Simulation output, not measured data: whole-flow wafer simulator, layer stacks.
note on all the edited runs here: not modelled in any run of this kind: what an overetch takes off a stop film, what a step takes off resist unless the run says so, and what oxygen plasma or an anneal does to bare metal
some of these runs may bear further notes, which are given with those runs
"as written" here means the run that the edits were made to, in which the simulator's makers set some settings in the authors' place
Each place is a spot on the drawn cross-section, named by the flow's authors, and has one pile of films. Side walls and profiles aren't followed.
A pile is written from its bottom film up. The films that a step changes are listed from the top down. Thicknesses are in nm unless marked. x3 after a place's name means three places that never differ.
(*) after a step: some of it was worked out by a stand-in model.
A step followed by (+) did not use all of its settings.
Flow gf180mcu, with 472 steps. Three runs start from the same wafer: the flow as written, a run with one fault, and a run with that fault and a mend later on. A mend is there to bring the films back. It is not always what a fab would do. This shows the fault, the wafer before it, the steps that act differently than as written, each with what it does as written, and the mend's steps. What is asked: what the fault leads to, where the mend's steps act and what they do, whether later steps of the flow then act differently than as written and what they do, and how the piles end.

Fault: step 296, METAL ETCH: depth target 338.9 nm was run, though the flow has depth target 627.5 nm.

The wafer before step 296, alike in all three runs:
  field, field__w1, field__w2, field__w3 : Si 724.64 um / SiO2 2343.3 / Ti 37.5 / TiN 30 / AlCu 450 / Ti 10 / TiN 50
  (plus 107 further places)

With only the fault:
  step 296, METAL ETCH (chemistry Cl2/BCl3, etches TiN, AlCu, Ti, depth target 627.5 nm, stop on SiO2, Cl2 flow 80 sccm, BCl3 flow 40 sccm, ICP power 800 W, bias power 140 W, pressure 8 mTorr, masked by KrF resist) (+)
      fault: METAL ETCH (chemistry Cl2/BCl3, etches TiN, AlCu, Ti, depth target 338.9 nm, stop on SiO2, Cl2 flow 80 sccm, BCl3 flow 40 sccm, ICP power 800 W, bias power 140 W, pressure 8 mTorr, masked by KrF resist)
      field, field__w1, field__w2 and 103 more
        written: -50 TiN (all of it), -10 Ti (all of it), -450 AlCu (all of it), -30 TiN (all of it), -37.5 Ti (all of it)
        fault: -50 TiN (all of it), -10 Ti (all of it), -278.9 AlCu
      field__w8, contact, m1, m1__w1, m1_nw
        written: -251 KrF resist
        fault: -135.6 KrF resist
  Later steps of the flow acting differently than as written:
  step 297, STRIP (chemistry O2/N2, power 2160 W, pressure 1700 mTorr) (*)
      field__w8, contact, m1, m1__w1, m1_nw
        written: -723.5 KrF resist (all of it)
        fault: -839 KrF resist (all of it)
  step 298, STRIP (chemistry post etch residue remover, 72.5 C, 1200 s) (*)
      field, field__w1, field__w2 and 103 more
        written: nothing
        fault: -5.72 AlCu
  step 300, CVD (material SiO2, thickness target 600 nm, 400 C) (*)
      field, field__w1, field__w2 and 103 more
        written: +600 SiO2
        fault: +600 SiO2 (new film)
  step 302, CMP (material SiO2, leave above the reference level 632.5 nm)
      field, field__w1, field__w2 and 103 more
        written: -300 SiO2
        fault: -532.9 SiO2
  At field, field__w1, field__w2 and 104 more, the piles at the end differ from the flow's by more than 2% or 0.5 nm, whichever is larger.
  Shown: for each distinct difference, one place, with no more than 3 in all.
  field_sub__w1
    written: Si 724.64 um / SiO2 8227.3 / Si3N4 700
    fault: Si 724.64 um / SiO2 2343.2 / Ti 37.5 / TiN 30 / AlCu 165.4 / SiO2 5651.1 / Si3N4 700
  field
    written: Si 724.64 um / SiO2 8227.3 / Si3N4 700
    fault: Si 724.64 um / SiO2 2343.3 / Ti 37.5 / TiN 30 / AlCu 165.4 / SiO2 5651.1 / Si3N4 700
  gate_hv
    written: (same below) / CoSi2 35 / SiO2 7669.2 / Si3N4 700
    fault: (same below) / CoSi2 35 / SiO2 1785.1 / Ti 37.5 / TiN 30 / AlCu 165.4 / SiO2 5651.1 / Si3N4 700

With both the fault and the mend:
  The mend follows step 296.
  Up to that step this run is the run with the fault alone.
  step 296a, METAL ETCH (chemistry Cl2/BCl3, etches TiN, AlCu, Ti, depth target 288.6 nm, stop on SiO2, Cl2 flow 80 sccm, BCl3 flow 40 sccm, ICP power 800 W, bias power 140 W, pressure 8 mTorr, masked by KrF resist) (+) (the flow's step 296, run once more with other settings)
      field, field__w1, field__w2 and 103 more
        -171.1 AlCu (all of it), -30 TiN (all of it), -37.5 Ti (all of it)
      field__w8, contact, m1, m1__w1, m1_nw
        -115.4 KrF resist
  Every later step of the flow that is run acts as written at every place that is followed.
  By the end, the piles equal the flow's at every place that both follow.
